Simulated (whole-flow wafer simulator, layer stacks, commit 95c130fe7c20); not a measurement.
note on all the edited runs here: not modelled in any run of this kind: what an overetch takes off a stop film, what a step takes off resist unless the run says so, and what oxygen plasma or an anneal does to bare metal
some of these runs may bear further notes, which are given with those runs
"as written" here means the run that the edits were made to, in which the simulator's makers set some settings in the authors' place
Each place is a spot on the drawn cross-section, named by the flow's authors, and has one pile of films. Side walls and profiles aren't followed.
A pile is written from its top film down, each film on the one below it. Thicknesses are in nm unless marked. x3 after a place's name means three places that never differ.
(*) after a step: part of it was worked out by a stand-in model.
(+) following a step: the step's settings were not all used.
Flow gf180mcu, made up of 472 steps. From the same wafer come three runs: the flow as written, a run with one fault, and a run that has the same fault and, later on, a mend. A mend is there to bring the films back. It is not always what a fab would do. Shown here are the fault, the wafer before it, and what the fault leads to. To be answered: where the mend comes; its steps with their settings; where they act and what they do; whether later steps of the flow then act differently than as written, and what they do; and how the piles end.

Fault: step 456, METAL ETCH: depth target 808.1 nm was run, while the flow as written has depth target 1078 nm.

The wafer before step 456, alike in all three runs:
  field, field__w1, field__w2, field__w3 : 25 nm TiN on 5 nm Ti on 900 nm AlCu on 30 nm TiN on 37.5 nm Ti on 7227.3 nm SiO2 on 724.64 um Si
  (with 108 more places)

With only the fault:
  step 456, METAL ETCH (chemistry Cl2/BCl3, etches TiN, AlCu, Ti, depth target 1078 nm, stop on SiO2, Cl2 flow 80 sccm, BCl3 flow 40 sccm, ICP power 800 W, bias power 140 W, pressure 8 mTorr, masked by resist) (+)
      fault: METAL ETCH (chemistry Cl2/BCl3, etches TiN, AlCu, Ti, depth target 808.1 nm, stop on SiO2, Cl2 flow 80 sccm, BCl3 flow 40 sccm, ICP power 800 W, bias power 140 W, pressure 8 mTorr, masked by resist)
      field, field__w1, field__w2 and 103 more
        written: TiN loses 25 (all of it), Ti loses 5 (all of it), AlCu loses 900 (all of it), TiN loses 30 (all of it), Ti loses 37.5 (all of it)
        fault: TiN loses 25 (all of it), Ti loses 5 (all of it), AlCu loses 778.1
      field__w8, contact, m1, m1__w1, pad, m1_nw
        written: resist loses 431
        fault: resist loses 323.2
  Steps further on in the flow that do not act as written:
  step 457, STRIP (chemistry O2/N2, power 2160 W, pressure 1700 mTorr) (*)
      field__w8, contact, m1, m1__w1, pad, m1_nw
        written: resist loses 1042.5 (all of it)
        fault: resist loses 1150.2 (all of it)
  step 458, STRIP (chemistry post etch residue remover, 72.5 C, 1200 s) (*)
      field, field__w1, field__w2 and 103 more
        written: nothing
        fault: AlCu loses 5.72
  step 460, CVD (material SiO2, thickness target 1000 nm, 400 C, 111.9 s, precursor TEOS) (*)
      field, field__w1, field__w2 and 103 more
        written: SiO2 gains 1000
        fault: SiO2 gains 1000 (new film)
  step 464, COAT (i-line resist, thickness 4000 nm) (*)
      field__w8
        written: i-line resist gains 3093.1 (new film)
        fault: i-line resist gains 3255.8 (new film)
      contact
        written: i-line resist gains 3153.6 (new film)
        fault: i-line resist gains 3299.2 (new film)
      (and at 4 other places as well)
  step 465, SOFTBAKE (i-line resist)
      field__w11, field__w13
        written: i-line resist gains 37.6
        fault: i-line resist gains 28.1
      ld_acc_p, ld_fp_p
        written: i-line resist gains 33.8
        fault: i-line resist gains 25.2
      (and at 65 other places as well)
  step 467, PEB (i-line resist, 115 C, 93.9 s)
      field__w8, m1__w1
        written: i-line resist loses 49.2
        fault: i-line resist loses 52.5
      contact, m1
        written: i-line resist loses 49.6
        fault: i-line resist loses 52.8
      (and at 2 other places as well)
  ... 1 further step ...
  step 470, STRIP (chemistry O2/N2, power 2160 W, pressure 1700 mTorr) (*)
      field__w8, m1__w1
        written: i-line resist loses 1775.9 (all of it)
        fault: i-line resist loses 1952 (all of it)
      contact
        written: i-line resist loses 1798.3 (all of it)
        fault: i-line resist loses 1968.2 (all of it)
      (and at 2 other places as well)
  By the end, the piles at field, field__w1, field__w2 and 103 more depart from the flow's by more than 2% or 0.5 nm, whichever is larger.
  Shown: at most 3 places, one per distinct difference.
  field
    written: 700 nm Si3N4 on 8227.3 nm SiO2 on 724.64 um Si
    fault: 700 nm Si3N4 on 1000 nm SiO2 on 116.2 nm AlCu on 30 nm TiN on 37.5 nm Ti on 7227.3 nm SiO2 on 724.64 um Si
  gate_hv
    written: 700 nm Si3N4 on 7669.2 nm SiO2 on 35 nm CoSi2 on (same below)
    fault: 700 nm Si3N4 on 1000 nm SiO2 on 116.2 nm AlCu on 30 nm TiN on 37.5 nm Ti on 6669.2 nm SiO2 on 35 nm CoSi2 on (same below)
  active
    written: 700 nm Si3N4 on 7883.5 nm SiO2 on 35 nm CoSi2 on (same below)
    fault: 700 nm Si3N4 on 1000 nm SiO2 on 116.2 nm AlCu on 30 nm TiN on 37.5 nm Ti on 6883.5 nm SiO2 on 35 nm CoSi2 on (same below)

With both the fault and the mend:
  The mend follows step 458.
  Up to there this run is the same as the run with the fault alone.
  step 458a, DEHYDRATE (200 C, 60 s) (the flow's step 449, run once more)
      alters no film at any place that is followed
  step 458b, HMDS (120 C, 60 s) (the flow's step 450, run once more)
      alters no film at any place that is followed
  step 458c, COAT (resist, thickness 1500 nm) (*) (the flow's step 451, run once more)
      iso_ptap_pw, iso_ntap_nw, iso_nw_fld and 33 more
        resist gains 1500 (new film)
      p_well, sti, spacer, sd_n, mim_1p0, dice_street
        resist gains 1503.9 (new film)
      field_sub, field_sub__w1, field_sub__w5, ld_drift_n, ld_drn_n
        resist gains 1510 (new film)
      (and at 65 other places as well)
  step 458d, SOFTBAKE (resist) (the flow's step 452, run once more)
      sd_p_hv, gate_p_hv, nw_enc_fld__w1
        resist loses 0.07
      field__w5, field__w9
        resist loses 0.14
      field
        resist loses 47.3
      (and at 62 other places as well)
  step 458e, EXPOSE (photomask MetalTop) (the flow's step 453, run once more)
      alters no film at any place that is followed
  step 458f, PEB (resist, 70.3 s) (the flow's step 454, run once more)
      field__w2, field__w3, field__w5 and 41 more
        resist loses 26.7
      iso_ptap_pw, iso_ntap_nw, iso_nw_fld and 33 more
        resist loses 26.5
      p_well, sti, spacer, sd_n, mim_1p0, dice_street
        resist loses 26.6
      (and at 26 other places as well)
  step 458g, DEVELOP (thickness 1500 nm, 60 s) (the flow's step 455, run once more)
      iso_ptap_pw, iso_ntap_nw, iso_nw_fld and 33 more
        resist loses 1473.5 (all of it)
      field__w5, field__w9, nplus_u, pplus_u, npoly_u, nw_enc_fld_lv__w1, nw_enc_fld_lv__w4
        resist loses 1484 (all of it)
      p_well, sti, spacer, sd_n, mim_1p0, dice_street
        resist loses 1477.3 (all of it)
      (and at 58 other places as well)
  step 458h, METAL ETCH (chemistry Cl2/BCl3, etches TiN, AlCu, Ti, depth target 269.4 nm, stop on SiO2, Cl2 flow 80 sccm, BCl3 flow 40 sccm, ICP power 800 W, bias power 140 W, pressure 8 mTorr, masked by resist) (+) (the flow's step 456, run once more with other settings)
      field, field__w1, field__w2 and 103 more
        AlCu loses 116.2 (all of it), TiN loses 30 (all of it), Ti loses 37.5 (all of it)
      field__w8, contact, m1, m1__w1, pad, m1_nw
        resist loses 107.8
  step 458i, STRIP (chemistry O2/N2, power 2160 W, pressure 1700 mTorr) (*) (the flow's step 457, run once more)
      field__w8
        resist loses 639 (all of it)
      contact
        resist loses 636.7 (all of it)
      m1
        resist loses 637 (all of it)
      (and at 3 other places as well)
  step 458j, STRIP (chemistry post etch residue remover, 72.5 C, 1200 s) (*) (the flow's step 458, run once more)
      field__w8, contact, m1, m1__w1, pad, m1_nw
        TiN loses 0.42
  None of the later steps of the flow differs from how it acts as written, at any place that is followed, by more than 2% or 0.5 nm, whichever is larger.
  The piles end only slightly different from the flow's at the places that both follow, by no more than 2% or 0.5 nm, whichever is larger.
